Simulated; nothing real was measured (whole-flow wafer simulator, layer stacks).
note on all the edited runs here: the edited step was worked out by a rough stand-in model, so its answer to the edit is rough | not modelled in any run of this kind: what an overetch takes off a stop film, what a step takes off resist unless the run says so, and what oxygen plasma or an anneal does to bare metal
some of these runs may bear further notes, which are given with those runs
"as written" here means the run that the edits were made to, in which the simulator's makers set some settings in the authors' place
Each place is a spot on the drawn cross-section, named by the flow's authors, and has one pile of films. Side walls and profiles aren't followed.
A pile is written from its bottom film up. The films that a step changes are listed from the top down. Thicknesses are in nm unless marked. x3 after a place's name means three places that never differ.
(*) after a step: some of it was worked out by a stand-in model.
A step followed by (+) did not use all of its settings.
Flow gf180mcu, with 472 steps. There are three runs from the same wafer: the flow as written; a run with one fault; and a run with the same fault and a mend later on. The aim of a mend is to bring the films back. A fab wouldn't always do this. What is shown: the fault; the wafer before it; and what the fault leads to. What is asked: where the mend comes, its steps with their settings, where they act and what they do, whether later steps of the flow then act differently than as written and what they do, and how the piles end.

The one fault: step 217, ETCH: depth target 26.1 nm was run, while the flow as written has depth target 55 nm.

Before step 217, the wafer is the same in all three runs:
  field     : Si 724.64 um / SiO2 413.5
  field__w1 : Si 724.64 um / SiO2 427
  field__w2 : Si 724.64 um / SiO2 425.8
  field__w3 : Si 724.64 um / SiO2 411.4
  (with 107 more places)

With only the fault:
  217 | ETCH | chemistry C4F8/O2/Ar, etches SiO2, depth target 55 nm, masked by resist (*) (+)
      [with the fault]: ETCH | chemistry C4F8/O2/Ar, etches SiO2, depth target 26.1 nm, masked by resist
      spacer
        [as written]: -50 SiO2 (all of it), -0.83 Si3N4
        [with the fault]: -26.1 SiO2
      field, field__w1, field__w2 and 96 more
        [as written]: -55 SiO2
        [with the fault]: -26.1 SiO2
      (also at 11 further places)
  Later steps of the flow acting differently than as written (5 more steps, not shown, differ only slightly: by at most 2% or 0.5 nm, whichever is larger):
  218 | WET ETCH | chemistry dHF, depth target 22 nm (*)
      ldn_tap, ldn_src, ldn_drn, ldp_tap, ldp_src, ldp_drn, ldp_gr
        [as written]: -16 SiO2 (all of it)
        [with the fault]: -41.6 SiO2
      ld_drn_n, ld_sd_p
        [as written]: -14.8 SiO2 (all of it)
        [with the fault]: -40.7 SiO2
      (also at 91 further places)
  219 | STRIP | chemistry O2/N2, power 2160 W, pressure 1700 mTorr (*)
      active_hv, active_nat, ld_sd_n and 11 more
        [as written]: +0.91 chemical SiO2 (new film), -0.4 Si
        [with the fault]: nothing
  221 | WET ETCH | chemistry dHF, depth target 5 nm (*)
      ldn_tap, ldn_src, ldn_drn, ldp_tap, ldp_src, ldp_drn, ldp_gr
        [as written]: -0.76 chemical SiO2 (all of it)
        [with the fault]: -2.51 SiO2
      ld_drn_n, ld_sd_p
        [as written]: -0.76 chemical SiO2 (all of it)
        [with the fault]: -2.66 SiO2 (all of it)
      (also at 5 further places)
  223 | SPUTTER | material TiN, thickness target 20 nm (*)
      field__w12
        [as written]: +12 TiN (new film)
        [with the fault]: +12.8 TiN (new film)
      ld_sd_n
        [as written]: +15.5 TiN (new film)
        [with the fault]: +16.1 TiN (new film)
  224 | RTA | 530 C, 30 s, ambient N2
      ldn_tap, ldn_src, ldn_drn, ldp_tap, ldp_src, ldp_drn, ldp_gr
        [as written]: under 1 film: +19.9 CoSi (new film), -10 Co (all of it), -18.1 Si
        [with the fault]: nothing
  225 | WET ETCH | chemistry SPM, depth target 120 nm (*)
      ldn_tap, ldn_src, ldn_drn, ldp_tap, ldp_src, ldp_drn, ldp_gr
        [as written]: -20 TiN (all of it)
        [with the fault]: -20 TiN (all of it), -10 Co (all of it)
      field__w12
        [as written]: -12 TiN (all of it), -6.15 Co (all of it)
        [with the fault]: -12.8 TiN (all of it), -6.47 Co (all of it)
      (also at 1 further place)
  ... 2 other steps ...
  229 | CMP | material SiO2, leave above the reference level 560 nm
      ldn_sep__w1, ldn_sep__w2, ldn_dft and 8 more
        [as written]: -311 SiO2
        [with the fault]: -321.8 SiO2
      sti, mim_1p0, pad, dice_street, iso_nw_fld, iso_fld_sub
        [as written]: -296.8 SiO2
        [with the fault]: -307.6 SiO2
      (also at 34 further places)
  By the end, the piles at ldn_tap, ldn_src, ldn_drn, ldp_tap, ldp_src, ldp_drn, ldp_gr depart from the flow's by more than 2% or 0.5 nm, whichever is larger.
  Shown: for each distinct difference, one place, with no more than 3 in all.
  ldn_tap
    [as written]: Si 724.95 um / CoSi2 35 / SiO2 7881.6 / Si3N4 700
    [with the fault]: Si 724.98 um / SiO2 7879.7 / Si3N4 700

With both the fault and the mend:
  The mend follows step 217.
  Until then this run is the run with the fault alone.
  217a | ETCH | chemistry C4F8/O2/Ar, etches SiO2, depth target 28.9 nm, masked by resist (*) (+) (the flow's step 217, run once more with other settings)
      field, field__w1, field__w2 and 96 more
        -28.9 SiO2
      field__w5, field__w9, field__w13 and 8 more
        -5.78 resist
      spacer
        -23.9 SiO2 (all of it), -0.83 Si3N4
  None of the later steps of the flow differs from how it acts as written, at any place that is followed, by more than 2% or 0.5 nm, whichever is larger.
  The piles end only slightly different from the flow's at the places that both follow, by no more than 2% or 0.5 nm, whichever is larger.
